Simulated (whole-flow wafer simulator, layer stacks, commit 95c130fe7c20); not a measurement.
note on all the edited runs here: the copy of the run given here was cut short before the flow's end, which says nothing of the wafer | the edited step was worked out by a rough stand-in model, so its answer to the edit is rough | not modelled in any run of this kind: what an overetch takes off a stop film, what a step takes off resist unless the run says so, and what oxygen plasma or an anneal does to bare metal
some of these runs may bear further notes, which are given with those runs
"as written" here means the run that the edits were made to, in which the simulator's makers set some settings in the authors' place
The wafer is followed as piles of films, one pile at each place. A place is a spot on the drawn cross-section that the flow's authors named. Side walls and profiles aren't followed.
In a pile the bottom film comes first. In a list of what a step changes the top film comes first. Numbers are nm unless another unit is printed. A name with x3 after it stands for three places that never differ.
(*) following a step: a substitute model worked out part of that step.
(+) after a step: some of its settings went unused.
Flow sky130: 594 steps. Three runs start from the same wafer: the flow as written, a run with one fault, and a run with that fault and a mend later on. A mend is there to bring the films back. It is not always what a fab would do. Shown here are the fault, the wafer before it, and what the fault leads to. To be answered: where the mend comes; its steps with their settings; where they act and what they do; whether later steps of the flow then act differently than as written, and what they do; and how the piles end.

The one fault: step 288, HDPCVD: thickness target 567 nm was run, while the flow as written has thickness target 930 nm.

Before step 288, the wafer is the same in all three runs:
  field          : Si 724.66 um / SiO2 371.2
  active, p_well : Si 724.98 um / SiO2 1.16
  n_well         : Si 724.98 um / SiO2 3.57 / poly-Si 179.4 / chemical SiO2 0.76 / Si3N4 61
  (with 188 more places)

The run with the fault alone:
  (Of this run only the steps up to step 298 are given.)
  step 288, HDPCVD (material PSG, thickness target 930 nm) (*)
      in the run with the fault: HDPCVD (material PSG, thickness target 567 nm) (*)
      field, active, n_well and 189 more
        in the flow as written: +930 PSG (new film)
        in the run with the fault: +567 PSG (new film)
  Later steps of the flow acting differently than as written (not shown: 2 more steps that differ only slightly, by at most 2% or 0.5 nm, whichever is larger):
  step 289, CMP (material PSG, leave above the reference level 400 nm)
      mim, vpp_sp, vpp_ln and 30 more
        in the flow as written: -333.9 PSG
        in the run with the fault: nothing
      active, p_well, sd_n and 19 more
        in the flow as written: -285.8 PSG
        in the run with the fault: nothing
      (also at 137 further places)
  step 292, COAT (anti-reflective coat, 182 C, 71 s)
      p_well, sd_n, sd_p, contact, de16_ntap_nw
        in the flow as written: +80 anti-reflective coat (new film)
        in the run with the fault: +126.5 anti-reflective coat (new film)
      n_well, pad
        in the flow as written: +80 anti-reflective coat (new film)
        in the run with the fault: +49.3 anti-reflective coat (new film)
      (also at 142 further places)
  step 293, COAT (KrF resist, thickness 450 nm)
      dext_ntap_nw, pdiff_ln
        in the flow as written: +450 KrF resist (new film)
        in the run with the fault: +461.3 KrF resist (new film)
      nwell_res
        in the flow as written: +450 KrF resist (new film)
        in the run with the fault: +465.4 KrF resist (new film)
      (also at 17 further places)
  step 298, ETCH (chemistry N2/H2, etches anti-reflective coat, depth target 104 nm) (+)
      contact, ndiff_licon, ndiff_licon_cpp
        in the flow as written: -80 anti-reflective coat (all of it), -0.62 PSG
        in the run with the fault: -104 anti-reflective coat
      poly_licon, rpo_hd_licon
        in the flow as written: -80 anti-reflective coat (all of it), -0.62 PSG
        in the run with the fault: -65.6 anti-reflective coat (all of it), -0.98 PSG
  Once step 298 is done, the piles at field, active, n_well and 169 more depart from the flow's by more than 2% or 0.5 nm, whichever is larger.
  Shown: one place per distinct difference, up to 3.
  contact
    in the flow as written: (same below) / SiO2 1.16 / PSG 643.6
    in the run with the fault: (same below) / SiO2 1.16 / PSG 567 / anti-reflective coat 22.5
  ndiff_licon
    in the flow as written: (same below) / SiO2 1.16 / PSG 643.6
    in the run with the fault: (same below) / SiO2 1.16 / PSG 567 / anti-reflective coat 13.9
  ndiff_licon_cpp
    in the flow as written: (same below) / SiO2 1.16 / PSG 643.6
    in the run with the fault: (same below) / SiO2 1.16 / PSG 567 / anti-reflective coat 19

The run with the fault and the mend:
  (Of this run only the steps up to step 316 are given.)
  After step 288 comes the mend.
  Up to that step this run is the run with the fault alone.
  step 288a, HDPCVD (material PSG, thickness target 363 nm) (*) (the flow's step 288 again, with other settings)
      field, active, n_well and 189 more
        +363 PSG
  None of the later steps of the flow up to step 316 differs from how it acts as written, at any place that is followed, by more than 2% or 0.5 nm, whichever is larger.
  After step 316 the piles are close to the flow's at the places that both follow, differing by at most 2% or 0.5 nm, whichever is larger.
